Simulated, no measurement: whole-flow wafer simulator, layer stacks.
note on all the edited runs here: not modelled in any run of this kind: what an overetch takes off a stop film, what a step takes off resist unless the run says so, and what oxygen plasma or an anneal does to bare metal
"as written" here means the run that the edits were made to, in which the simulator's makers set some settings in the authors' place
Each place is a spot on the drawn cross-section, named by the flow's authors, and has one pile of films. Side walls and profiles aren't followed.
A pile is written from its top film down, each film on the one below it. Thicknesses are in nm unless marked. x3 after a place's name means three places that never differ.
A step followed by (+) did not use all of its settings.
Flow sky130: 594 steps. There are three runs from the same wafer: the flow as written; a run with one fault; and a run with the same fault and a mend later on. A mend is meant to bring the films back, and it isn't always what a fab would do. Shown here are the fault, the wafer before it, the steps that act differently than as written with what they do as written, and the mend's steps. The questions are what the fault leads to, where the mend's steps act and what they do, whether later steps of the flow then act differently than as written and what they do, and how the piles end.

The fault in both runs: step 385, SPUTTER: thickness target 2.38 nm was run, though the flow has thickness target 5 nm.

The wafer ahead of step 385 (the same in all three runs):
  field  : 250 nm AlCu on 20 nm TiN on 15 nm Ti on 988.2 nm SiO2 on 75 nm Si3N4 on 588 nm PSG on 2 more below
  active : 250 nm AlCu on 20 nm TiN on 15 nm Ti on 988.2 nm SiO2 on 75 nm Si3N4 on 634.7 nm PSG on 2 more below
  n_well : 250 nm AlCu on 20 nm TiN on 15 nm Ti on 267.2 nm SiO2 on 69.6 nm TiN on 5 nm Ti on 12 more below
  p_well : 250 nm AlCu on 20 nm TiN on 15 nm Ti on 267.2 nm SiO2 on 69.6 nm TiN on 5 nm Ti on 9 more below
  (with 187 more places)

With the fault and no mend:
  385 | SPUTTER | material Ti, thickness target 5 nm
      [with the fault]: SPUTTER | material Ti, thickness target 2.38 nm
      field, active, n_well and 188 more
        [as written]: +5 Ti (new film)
        [with the fault]: +2.38 Ti (new film)
  Steps further on in the flow that do not act as written (not shown: 12 more steps that differ only slightly, by at most 2% or 0.5 nm, whichever is larger):
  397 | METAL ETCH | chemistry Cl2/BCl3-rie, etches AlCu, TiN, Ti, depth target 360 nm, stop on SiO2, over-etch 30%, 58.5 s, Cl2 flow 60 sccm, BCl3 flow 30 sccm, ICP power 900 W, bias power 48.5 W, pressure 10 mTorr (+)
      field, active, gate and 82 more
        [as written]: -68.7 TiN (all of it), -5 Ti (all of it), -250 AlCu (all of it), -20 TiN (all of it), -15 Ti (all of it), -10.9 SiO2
        [with the fault]: -68.7 TiN (all of it), -2.38 Ti (all of it), -250 AlCu (all of it), -20 TiN (all of it), -15 Ti (all of it), -11.2 SiO2
  The piles end different from the flow's at n_well, p_well, gate_hv and 103 more by more than 2% or 0.5 nm, whichever is larger.
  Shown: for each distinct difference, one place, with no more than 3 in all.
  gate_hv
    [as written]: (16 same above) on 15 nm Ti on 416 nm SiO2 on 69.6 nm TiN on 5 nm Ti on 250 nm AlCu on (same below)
    [with the fault]: (16 same above) on 15 nm Ti on 418.6 nm SiO2 on 69.6 nm TiN on 2.38 nm Ti on 250 nm AlCu on (same below)
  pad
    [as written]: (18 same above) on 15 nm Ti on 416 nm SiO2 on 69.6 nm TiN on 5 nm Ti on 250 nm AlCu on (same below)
    [with the fault]: (18 same above) on 15 nm Ti on 418.6 nm SiO2 on 69.6 nm TiN on 2.38 nm Ti on 250 nm AlCu on (same below)
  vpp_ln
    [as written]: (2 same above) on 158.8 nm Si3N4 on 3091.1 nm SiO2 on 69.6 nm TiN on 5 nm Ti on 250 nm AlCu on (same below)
    [with the fault]: (2 same above) on 158.8 nm Si3N4 on 3093.7 nm SiO2 on 69.6 nm TiN on 2.38 nm Ti on 250 nm AlCu on (same below)

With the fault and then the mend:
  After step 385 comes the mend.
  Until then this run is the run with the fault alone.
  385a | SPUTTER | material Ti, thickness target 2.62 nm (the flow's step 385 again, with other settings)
      field, active, n_well and 188 more
        +2.62 Ti
  Every later step of the flow that is run acts as written at every place that is followed.
  By the end, the piles equal the flow's at every place that both follow.
